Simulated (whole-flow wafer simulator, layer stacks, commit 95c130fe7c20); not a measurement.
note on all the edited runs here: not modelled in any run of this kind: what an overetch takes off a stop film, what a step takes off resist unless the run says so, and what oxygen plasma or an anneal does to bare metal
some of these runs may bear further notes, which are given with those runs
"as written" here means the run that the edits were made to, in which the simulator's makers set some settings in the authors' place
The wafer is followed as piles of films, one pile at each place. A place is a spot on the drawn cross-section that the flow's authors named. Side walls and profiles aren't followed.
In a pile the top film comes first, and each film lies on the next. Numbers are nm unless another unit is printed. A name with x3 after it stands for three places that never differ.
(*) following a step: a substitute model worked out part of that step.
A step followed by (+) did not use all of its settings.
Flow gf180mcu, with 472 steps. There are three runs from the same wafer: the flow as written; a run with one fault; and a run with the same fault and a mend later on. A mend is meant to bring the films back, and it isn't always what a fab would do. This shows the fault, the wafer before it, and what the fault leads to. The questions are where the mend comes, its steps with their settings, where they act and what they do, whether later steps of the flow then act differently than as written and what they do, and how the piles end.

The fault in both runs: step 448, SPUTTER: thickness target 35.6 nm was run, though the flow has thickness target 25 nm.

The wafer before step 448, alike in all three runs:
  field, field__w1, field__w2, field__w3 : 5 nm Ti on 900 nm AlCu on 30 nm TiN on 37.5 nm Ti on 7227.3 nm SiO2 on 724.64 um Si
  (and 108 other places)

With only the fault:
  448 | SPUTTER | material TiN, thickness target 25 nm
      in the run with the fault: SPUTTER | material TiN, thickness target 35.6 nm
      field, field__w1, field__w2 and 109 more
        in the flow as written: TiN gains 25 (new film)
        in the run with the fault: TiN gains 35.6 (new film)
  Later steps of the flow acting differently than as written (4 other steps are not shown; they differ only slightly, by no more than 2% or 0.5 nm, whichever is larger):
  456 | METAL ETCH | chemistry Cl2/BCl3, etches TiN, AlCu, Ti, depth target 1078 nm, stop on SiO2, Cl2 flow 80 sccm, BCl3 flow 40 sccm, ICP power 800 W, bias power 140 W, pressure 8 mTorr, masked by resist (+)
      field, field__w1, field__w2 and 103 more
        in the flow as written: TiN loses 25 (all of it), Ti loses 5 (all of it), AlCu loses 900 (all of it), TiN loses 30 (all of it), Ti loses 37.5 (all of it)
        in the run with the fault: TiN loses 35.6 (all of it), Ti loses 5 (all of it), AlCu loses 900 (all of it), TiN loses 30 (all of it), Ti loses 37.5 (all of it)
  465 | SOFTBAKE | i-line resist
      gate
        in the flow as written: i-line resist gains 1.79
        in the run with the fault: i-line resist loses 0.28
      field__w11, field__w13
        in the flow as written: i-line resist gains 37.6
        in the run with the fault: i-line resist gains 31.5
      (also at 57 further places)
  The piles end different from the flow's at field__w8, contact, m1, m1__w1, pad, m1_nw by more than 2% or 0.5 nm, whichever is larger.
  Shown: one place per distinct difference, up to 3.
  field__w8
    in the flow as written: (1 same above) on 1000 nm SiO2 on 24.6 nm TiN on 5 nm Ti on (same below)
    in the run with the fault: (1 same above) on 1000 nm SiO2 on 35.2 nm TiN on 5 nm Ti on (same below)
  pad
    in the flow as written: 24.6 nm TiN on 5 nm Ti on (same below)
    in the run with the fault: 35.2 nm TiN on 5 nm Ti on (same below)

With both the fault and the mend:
  The mend stands after step 455.
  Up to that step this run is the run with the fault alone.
  455a | STRIP | chemistry O2/N2, power 2160 W, pressure 1700 mTorr (*)
      field__w8, contact, m1, m1__w1, pad, m1_nw
        resist loses 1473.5 (all of it)
  455b | METAL ETCH | chemistry Cl2/BCl3, etches TiN, AlCu, Ti, depth target 10.6 nm, Cl2 flow 80 sccm, BCl3 flow 40 sccm, ICP power 800 W, bias power 140 W, pressure 8 mTorr (a further turn of the flow's step 260, with different settings)
      field, field__w1, field__w2 and 109 more
        TiN loses 10.6
  455c | HMDS | 120 C, 60 s (a further turn of the flow's step 450)
      leaves every film unchanged at each place that is followed
  455d | COAT | resist, thickness 1500 nm (a further turn of the flow's step 451)
      field, field__w1, field__w2 and 109 more
        resist gains 1500 (new film)
  455e | SOFTBAKE | resist (a further turn of the flow's step 452)
      leaves every film unchanged at each place that is followed
  455f | EXPOSE | photomask MetalTop (a further turn of the flow's step 453)
      leaves every film unchanged at each place that is followed
  455g | PEB | resist, 70.3 s (a further turn of the flow's step 454)
      field, field__w1, field__w2 and 109 more
        resist loses 26.5
  455h | DEVELOP | thickness 1500 nm, 60 s (a further turn of the flow's step 455)
      field, field__w1, field__w2 and 103 more
        resist loses 1473.5 (all of it)
  Every later step of the flow that is run acts as written at every place that is followed.
  At every place that both follow, the piles at the end match the flow's.
